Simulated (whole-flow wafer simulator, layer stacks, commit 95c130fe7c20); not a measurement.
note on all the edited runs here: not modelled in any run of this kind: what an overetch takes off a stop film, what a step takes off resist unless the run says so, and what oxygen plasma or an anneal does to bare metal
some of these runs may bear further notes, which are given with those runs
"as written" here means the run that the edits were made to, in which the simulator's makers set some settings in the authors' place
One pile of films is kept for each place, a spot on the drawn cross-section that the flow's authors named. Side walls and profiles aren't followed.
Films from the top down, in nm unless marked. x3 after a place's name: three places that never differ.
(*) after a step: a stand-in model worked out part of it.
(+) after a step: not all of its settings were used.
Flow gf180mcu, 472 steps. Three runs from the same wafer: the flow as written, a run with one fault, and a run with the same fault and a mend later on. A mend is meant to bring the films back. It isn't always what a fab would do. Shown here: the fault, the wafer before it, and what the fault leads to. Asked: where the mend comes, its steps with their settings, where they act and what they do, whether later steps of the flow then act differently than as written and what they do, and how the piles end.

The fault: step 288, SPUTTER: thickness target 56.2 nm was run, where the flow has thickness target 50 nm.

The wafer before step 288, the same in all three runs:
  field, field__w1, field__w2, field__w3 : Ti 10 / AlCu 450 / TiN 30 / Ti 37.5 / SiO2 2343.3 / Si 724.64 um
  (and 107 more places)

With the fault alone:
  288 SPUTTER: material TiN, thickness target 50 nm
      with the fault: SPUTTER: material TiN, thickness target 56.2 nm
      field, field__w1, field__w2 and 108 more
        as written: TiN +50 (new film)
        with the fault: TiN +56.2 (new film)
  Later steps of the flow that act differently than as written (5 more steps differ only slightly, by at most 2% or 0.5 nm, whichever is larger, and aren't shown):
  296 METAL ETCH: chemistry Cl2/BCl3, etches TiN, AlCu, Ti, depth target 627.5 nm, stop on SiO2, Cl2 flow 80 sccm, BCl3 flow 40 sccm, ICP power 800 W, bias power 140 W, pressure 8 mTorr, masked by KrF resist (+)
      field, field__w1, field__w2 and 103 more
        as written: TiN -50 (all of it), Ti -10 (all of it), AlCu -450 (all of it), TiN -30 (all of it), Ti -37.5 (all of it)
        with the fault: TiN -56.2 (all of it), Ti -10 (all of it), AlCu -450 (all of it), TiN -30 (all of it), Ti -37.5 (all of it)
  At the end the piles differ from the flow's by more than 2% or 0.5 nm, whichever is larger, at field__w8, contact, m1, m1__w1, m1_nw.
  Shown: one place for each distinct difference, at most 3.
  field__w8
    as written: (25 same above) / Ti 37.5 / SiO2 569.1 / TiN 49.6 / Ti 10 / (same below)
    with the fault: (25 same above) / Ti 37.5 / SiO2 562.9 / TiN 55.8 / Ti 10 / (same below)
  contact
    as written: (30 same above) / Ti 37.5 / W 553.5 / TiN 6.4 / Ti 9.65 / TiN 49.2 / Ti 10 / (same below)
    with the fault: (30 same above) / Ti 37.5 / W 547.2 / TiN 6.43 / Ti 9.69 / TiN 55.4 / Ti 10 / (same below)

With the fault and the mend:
  The mend comes after step 295.
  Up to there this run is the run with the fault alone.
  295a STRIP: chemistry O2/N2, power 2160 W, pressure 1700 mTorr (*)
      field__w8, contact, m1, m1__w1, m1_nw
        KrF resist -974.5 (all of it)
  295b METAL ETCH: chemistry Cl2/BCl3, etches TiN, AlCu, Ti, depth target 6.2 nm, Cl2 flow 80 sccm, BCl3 flow 40 sccm, ICP power 800 W, bias power 140 W, pressure 8 mTorr (the flow's step 260 once more, with other settings)
      field, field__w1, field__w2 and 108 more
        TiN -6.2
  295c HMDS: 120 C, 60 s (the flow's step 290 once more)
      changes no film at any place that is followed
  295d COAT: KrF resist, thickness 1000 nm (the flow's step 291 once more)
      field, field__w1, field__w2 and 108 more
        KrF resist +1000 (new film)
  295e SOFTBAKE: KrF resist (the flow's step 292 once more)
      changes no film at any place that is followed
  295f EXPOSE: photomask Metal2 (the flow's step 293 once more)
      changes no film at any place that is followed
  295g PEB: KrF resist, 135 C, 90 s (the flow's step 294 once more)
      field, field__w1, field__w2 and 108 more
        KrF resist -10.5
  295h DEVELOP: thickness 1000 nm, 60 s (the flow's step 295 once more)
      field, field__w1, field__w2 and 103 more
        KrF resist -989.5 (all of it)
      field__w8, contact, m1, m1__w1, m1_nw
        KrF resist -14.9
  No later step of the flow acts differently than as written at any place that is followed.
  At the end the piles are the same as the flow's at every place that both follow.
